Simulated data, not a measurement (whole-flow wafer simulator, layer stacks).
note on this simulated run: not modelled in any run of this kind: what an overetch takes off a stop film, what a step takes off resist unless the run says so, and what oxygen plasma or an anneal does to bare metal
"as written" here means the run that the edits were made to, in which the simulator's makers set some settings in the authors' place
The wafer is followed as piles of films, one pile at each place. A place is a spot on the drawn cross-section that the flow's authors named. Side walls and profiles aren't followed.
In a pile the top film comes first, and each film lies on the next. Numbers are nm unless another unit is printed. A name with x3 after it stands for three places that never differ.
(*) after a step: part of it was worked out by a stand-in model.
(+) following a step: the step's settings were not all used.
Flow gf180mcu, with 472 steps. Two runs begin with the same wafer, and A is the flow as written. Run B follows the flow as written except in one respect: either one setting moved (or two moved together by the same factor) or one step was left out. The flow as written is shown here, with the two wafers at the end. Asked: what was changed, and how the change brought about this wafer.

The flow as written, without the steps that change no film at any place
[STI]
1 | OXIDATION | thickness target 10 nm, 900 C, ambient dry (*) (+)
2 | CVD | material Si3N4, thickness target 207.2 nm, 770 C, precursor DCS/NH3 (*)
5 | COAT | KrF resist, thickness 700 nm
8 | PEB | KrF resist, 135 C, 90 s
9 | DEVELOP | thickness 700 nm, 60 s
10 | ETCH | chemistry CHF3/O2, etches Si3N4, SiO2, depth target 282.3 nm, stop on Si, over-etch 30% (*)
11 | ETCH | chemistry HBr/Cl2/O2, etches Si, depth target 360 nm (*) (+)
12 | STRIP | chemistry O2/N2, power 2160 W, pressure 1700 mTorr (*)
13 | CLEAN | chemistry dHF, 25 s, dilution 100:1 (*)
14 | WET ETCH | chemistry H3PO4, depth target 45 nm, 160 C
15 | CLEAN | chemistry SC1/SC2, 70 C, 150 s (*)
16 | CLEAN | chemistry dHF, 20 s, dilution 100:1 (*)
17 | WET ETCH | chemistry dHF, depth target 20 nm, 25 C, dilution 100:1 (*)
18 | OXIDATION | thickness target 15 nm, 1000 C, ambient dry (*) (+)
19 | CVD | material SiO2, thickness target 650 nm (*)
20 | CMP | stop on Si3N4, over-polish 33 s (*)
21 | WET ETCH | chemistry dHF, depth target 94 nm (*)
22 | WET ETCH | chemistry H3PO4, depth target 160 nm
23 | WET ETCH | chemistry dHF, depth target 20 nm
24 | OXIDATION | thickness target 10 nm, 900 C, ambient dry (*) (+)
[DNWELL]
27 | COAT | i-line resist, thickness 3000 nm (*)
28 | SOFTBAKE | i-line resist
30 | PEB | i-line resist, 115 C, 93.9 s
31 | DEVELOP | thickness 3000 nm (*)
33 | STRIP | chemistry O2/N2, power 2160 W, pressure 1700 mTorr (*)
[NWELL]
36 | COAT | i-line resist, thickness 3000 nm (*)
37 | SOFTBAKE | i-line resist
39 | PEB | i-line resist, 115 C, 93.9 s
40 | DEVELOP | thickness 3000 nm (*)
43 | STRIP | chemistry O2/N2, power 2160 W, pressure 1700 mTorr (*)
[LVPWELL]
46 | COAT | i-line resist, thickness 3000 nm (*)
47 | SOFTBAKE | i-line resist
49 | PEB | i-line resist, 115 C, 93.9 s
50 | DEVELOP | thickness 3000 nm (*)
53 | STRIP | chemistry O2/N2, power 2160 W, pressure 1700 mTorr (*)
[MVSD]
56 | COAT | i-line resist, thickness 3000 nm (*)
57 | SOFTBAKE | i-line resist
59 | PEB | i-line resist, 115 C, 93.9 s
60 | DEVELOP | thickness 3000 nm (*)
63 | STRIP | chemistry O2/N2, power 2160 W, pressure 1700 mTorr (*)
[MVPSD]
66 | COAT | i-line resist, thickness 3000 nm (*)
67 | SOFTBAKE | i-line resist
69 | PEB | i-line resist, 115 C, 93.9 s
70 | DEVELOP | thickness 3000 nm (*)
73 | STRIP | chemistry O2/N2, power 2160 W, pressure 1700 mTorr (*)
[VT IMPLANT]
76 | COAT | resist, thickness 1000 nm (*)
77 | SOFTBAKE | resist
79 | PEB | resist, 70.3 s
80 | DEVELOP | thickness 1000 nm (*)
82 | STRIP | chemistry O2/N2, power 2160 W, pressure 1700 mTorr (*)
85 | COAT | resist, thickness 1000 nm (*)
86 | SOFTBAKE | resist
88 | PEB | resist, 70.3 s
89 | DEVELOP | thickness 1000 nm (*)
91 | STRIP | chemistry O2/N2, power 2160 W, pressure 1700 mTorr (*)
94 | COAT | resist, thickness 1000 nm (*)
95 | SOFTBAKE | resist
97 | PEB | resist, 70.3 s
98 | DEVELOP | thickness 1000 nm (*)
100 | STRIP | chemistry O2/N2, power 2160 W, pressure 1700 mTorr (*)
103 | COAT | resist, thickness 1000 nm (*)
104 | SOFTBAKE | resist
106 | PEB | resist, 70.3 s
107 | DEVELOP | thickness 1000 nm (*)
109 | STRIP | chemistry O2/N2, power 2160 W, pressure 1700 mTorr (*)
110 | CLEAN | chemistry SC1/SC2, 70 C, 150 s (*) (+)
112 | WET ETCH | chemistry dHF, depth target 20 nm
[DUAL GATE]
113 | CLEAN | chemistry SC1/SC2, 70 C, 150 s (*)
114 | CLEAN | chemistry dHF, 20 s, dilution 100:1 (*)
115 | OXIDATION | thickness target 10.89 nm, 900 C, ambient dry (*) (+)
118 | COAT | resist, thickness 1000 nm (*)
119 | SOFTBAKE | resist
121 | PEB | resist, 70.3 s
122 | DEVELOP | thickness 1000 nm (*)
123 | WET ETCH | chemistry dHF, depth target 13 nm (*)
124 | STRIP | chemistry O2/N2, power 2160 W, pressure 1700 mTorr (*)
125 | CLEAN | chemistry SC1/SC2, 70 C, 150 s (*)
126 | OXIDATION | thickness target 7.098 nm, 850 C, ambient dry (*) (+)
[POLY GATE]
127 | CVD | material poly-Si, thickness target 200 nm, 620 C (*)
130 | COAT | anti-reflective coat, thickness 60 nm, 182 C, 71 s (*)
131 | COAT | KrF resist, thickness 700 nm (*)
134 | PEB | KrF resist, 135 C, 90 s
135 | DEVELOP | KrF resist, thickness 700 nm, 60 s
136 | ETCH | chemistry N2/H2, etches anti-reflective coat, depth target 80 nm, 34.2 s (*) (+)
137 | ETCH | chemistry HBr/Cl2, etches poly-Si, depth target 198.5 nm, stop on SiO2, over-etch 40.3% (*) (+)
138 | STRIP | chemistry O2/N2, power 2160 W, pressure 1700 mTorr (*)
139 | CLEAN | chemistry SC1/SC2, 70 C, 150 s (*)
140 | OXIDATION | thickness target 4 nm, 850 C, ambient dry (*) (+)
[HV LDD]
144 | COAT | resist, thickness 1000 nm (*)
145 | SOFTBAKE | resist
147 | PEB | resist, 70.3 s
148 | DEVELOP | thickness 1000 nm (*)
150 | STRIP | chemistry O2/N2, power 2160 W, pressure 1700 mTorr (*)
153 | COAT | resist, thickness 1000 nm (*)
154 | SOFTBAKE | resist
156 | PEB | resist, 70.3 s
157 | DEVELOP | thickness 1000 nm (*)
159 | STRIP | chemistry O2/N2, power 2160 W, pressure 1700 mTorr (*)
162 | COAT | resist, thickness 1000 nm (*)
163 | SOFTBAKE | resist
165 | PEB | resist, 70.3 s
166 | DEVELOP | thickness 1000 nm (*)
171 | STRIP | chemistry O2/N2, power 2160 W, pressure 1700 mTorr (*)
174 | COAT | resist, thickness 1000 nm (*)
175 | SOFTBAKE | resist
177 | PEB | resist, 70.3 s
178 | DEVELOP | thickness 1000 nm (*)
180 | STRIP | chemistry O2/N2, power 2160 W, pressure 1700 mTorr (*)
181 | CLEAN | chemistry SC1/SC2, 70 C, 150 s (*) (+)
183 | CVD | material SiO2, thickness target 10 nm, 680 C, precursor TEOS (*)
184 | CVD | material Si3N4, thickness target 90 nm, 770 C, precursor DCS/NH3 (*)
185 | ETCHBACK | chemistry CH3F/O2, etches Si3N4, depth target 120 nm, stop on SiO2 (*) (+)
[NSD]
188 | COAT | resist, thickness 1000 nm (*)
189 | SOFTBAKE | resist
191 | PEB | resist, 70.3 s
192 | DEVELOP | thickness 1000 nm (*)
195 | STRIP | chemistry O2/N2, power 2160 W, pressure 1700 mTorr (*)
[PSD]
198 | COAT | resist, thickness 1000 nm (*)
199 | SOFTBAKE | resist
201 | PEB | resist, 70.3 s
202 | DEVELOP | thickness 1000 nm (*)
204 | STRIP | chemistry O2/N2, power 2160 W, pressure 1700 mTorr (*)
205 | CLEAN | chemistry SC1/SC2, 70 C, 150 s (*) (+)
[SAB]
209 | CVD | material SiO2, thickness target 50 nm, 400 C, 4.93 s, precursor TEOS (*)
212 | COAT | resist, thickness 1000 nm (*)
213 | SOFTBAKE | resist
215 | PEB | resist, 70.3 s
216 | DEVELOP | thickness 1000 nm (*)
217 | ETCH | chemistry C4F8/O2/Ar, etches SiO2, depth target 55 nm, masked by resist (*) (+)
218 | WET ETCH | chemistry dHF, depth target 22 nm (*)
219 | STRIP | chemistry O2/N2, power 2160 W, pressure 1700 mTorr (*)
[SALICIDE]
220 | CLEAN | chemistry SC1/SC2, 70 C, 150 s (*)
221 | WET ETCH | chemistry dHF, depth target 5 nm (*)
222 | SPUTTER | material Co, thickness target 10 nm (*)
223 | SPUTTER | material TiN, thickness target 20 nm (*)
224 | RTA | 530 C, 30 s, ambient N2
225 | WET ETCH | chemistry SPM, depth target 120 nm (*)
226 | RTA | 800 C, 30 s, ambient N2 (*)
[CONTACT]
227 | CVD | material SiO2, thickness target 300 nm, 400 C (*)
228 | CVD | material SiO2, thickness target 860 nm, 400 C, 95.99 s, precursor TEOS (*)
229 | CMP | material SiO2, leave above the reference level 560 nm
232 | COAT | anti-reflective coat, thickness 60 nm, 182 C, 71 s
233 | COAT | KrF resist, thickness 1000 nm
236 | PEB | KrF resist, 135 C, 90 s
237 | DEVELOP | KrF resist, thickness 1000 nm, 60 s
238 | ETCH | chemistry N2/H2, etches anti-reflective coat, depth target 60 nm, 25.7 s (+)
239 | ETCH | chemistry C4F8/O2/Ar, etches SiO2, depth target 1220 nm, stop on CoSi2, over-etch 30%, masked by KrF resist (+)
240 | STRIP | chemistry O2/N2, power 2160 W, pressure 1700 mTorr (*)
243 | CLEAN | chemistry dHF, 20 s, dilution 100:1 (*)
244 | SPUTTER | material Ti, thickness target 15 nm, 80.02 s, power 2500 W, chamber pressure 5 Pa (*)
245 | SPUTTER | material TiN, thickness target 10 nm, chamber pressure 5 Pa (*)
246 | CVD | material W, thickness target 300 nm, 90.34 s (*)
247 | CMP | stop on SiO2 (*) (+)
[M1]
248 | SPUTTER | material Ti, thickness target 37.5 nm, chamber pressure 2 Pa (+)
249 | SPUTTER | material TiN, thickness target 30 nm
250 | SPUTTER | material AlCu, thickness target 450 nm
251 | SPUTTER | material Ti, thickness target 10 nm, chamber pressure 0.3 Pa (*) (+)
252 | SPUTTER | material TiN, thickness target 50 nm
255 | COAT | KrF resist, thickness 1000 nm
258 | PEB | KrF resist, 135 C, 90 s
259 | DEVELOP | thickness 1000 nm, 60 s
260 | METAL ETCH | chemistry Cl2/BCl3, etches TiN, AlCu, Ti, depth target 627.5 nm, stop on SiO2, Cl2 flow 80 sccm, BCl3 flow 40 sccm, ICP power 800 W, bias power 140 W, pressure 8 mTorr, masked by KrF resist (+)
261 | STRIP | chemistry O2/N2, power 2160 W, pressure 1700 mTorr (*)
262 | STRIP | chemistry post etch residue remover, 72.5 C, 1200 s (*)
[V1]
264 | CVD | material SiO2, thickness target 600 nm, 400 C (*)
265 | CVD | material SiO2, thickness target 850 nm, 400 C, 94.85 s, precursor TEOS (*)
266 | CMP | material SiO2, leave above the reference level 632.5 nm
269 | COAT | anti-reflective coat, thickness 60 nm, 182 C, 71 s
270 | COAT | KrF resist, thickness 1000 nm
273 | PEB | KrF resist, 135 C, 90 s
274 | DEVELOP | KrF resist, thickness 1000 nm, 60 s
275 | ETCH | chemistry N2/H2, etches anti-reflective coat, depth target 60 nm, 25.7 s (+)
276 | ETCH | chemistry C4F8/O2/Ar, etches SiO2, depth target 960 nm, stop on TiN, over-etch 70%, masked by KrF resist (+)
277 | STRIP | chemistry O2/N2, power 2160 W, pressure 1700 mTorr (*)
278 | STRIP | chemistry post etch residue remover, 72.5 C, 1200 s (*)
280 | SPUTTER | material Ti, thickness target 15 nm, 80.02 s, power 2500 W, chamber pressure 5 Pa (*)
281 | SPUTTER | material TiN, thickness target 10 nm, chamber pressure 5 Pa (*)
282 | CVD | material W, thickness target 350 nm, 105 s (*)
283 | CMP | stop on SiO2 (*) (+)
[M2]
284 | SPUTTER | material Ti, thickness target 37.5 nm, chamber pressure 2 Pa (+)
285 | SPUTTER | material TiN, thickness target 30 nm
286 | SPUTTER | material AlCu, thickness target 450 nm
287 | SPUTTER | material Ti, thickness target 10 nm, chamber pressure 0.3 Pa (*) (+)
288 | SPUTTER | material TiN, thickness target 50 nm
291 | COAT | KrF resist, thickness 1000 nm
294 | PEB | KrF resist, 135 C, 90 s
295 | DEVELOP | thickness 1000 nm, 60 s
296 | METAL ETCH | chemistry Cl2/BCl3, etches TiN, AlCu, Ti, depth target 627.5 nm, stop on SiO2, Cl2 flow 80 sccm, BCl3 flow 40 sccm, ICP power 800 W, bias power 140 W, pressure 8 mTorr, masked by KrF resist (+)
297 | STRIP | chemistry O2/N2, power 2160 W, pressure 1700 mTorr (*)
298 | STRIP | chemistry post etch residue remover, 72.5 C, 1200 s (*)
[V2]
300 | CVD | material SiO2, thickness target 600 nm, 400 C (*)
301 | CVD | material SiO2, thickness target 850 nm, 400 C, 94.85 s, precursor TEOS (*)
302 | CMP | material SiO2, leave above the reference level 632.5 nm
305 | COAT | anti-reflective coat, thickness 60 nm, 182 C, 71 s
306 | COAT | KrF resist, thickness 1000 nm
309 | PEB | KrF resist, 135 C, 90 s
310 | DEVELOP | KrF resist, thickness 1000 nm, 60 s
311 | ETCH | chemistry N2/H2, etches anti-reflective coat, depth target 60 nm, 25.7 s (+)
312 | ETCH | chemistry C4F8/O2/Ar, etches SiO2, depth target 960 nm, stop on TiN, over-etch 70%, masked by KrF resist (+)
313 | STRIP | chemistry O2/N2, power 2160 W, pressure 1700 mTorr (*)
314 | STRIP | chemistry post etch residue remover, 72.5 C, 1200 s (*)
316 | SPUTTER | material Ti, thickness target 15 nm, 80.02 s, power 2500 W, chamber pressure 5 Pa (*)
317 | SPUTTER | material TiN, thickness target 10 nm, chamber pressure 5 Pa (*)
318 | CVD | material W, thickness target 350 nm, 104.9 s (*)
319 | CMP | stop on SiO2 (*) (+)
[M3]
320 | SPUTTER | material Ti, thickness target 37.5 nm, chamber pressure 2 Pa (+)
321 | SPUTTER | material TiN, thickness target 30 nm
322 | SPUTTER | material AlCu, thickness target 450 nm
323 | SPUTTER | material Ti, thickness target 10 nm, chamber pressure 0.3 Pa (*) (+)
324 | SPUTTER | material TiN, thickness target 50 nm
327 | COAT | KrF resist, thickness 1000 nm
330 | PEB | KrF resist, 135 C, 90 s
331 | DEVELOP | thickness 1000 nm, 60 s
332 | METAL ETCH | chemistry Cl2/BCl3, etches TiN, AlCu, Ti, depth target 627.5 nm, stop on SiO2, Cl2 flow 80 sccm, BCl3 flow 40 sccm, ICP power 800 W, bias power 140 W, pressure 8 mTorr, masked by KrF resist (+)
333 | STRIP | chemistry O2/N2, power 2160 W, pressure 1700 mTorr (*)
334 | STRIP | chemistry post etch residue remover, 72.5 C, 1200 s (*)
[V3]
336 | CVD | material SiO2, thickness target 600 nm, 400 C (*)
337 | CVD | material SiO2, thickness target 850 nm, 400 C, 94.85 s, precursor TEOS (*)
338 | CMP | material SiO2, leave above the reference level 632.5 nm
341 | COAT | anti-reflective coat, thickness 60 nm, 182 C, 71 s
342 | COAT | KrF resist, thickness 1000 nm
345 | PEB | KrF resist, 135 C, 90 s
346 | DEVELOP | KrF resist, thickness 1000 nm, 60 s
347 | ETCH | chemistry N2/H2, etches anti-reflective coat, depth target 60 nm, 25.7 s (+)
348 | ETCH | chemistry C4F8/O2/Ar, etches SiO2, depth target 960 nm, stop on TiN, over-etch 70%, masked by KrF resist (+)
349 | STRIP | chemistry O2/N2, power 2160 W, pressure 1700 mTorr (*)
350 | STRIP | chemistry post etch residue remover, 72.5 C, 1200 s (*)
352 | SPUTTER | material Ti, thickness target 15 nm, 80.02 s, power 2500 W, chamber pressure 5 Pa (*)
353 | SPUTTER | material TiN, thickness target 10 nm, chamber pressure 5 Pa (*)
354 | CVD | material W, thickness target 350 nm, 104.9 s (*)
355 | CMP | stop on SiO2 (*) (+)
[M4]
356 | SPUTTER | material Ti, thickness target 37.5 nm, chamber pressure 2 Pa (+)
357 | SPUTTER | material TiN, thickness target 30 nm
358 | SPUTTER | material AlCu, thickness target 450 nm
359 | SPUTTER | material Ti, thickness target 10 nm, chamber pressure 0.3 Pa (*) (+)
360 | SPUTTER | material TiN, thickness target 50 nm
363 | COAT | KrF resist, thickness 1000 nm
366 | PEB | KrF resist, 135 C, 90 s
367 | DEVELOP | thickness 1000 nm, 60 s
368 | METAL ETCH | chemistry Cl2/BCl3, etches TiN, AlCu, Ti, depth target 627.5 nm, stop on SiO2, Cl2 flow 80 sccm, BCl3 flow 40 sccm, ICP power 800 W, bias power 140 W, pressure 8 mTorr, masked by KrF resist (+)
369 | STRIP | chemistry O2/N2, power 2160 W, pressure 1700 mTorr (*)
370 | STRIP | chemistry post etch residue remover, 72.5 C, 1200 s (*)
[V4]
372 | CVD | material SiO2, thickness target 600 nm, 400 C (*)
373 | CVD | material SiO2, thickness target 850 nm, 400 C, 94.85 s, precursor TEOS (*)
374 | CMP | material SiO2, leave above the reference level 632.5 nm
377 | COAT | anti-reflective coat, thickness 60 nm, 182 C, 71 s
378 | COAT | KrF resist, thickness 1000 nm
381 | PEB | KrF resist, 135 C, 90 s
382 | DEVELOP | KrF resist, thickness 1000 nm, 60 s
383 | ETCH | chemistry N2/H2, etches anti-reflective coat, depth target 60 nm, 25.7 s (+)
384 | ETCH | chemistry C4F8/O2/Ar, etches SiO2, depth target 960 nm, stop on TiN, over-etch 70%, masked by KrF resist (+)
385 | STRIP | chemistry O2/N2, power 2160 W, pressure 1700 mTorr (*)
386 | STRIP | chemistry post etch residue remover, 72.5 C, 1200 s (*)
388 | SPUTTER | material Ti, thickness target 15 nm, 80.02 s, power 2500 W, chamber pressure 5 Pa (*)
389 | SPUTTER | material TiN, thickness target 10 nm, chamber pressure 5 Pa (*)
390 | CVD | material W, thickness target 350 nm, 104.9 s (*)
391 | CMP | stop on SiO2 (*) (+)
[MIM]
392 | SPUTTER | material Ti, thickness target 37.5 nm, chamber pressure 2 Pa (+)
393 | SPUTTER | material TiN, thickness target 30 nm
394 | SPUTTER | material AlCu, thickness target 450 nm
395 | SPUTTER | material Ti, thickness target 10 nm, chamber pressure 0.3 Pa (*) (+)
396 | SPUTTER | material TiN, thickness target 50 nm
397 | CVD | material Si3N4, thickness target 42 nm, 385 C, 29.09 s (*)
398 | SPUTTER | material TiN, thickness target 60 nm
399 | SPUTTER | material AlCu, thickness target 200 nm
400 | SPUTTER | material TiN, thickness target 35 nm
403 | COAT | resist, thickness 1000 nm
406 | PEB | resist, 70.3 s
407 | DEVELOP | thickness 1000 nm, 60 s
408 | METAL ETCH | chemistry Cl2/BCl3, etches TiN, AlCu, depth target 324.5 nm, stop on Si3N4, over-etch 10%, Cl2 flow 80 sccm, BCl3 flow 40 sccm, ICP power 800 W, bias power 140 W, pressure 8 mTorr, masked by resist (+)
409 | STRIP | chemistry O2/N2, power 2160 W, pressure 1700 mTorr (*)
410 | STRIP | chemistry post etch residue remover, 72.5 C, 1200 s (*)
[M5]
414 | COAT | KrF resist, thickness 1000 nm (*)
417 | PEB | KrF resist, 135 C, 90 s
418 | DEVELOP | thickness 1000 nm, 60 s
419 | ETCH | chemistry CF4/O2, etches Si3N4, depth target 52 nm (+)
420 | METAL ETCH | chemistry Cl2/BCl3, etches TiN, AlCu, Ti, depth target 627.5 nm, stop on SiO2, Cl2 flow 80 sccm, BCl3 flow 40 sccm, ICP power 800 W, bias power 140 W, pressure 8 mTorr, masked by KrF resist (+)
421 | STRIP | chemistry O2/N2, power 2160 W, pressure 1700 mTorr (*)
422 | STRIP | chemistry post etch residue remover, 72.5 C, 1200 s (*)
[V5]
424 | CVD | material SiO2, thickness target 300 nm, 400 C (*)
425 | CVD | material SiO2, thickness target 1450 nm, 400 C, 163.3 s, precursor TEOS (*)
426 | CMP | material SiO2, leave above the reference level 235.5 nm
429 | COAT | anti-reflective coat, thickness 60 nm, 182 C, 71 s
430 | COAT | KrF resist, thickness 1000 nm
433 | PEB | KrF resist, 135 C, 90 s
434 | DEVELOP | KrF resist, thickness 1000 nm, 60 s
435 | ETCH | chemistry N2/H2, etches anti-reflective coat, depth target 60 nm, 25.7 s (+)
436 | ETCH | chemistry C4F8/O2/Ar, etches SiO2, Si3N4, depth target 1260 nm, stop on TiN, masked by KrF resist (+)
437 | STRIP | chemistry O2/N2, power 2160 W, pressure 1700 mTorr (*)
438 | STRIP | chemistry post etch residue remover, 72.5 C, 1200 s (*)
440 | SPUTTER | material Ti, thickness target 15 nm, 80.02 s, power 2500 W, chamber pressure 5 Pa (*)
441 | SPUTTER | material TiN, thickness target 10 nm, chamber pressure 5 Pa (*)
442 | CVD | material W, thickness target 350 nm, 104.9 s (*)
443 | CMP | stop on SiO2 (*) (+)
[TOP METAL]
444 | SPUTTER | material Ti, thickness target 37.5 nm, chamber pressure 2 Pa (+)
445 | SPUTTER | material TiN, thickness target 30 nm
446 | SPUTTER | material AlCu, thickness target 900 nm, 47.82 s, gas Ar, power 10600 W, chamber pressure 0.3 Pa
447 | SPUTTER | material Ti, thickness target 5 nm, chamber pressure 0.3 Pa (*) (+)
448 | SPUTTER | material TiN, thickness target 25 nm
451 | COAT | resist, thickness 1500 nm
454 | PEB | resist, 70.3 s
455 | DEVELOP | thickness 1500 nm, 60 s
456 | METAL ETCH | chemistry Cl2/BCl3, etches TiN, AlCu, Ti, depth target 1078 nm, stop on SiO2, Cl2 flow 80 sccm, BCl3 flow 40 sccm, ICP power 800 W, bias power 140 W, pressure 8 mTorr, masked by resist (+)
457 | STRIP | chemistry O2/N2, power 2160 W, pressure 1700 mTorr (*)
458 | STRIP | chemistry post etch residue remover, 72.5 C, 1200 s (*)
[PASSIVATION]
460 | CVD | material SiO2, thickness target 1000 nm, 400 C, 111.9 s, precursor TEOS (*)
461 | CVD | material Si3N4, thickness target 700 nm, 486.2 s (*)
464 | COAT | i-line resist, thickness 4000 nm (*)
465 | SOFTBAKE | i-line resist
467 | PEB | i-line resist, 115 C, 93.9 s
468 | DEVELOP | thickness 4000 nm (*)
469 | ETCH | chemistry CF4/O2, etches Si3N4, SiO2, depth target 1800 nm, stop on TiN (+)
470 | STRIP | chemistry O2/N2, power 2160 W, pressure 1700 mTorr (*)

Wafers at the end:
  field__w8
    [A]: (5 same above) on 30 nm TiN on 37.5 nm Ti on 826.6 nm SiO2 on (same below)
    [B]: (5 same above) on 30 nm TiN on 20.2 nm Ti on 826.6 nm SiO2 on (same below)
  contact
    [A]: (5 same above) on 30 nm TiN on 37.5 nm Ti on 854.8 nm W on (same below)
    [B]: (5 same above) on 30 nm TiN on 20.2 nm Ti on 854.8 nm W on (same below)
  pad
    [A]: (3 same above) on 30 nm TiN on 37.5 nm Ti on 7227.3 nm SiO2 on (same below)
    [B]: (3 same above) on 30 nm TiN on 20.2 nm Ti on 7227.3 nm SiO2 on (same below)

Cause: step 444, SPUTTER: thickness target 20.2 nm was run, whereas the flow has thickness target 37.5 nm.
One can read it off the wafer: field__w8 has Ti 20.2, and step 444 as written asks for 37.5 nm.

The path from the change to this, step by step:
  444 | SPUTTER | material Ti, thickness target 37.5 nm, chamber pressure 2 Pa (+)
      field, field__w1, field__w2 and 109 more: A Ti gains 37.5 (new film) | B Ti gains 20.2 (new film)
  456 | METAL ETCH | chemistry Cl2/BCl3, etches TiN, AlCu, Ti, depth target 1078 nm, stop on SiO2, Cl2 flow 80 sccm, BCl3 flow 40 sccm, ICP power 800 W, bias power 140 W, pressure 8 mTorr, masked by resist (+)
      field, field__w1, field__w2 and 103 more: A TiN loses 25 (all of it), Ti loses 5 (all of it), AlCu loses 900 (all of it), TiN loses 30 (all of it), Ti loses 37.5 (all of it) | B TiN loses 25 (all of it), Ti loses 5 (all of it), AlCu loses 900 (all of it), TiN loses 30 (all of it), Ti loses 20.2 (all of it)
  465 | SOFTBAKE | i-line resist
      field__w2, field_sub__w4: A i-line resist gains 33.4 | B i-line resist gains 32.5
      field__w11, field__w13: A i-line resist gains 37.6 | B i-line resist gains 36.6
      (and at 59 other places as well)
